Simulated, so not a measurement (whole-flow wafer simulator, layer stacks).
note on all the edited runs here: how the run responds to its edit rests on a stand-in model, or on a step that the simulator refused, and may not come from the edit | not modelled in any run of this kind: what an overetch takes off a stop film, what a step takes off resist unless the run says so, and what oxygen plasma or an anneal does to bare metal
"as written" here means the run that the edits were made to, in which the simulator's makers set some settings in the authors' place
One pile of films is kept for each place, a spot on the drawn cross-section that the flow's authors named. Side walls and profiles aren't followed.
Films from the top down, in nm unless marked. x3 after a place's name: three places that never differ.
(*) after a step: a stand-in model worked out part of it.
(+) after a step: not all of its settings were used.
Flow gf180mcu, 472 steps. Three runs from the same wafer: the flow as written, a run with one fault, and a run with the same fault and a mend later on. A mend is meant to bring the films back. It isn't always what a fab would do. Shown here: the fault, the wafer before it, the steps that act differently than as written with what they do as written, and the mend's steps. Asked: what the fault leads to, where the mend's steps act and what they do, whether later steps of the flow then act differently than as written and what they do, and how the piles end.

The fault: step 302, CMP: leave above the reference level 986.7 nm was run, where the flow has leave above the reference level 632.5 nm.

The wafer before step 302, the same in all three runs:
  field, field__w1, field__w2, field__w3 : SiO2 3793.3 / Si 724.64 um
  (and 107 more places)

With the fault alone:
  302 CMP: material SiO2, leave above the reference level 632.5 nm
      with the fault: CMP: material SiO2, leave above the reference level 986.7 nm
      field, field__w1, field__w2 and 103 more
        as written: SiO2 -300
        with the fault: nothing
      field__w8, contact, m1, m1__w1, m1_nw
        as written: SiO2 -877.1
        with the fault: SiO2 -522.9
  Later steps of the flow that act differently than as written (6 more steps differ only slightly, by at most 2% or 0.5 nm, whichever is larger, and aren't shown):
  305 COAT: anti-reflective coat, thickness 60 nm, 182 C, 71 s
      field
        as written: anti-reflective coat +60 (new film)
        with the fault: anti-reflective coat +81.7 (new film)
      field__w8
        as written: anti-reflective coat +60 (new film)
        with the fault: anti-reflective coat +30.4 (new film)
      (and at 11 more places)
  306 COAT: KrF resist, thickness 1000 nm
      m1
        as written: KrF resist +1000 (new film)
        with the fault: KrF resist +979.3 (new film)
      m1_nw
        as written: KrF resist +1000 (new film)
        with the fault: KrF resist +977.5 (new film)
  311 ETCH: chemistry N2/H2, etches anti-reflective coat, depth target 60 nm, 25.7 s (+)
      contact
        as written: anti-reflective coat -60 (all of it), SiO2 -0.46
        with the fault: anti-reflective coat -33.2 (all of it), SiO2 -1.15
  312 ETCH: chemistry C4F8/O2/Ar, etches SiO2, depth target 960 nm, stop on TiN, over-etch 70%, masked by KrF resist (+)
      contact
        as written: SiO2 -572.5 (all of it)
        with the fault: SiO2 -926 (all of it)
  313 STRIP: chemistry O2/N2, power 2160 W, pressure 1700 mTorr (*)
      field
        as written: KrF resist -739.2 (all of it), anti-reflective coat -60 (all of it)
        with the fault: KrF resist -728.9 (all of it), anti-reflective coat -81.7 (all of it)
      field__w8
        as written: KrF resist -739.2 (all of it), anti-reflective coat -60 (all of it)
        with the fault: KrF resist -733.5 (all of it), anti-reflective coat -30.4 (all of it)
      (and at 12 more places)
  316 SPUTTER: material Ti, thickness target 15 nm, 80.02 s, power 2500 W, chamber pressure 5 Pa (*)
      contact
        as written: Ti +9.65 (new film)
        with the fault: Ti +8.11 (new film)
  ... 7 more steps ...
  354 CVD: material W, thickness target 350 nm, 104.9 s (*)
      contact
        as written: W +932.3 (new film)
        with the fault: W +984.7 (new film)
  At the end the piles differ from the flow's by more than 2% or 0.5 nm, whichever is larger, at field, field__w1, field__w2 and 109 more.
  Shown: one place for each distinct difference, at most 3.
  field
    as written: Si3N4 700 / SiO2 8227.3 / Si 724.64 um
    with the fault: Si3N4 700 / SiO2 8579.4 / Si 724.64 um
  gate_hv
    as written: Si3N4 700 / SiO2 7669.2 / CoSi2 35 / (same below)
    with the fault: Si3N4 700 / SiO2 8021.3 / CoSi2 35 / (same below)
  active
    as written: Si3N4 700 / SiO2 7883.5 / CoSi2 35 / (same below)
    with the fault: Si3N4 700 / SiO2 8235.7 / CoSi2 35 / (same below)

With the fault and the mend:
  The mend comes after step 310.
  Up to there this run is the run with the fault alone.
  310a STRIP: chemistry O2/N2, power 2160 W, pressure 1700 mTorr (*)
      iso_ptap_pw, iso_ntap_nw, iso_nw_fld and 33 more
        KrF resist -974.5 (all of it), anti-reflective coat -60 (all of it)
      field__w7, field__w11, field__w12 and 7 more
        KrF resist -975.1 (all of it), anti-reflective coat -60.2 (all of it)
      field_sub, field_sub__w1, field_sub__w3 and 7 more
        KrF resist -975 (all of it), anti-reflective coat -60.2 (all of it)
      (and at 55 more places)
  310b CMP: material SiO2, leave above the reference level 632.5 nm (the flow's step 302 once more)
      field, field__w1, field__w2 and 103 more
        SiO2 -300
      field__w8, contact, m1, m1__w1, m1_nw
        SiO2 -354.2
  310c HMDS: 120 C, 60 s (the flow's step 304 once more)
      changes no film at any place that is followed
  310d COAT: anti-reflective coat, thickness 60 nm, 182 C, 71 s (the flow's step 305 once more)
      field, field__w1, field__w2 and 108 more
        anti-reflective coat +60 (new film)
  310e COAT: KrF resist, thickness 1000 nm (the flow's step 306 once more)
      field, field__w1, field__w2 and 108 more
        KrF resist +1000 (new film)
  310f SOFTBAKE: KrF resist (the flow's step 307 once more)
      changes no film at any place that is followed
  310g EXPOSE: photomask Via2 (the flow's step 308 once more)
      changes no film at any place that is followed
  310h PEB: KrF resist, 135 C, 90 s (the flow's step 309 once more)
      field, field__w1, field__w2 and 108 more
        KrF resist -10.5
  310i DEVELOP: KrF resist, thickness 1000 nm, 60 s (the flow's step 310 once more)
      field, field__w1, field__w2 and 107 more
        KrF resist -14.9
      contact
        KrF resist -989.5 (all of it)
  No later step of the flow acts differently than as written at any place that is followed.
  At the end the piles are the same as the flow's at every place that both follow.
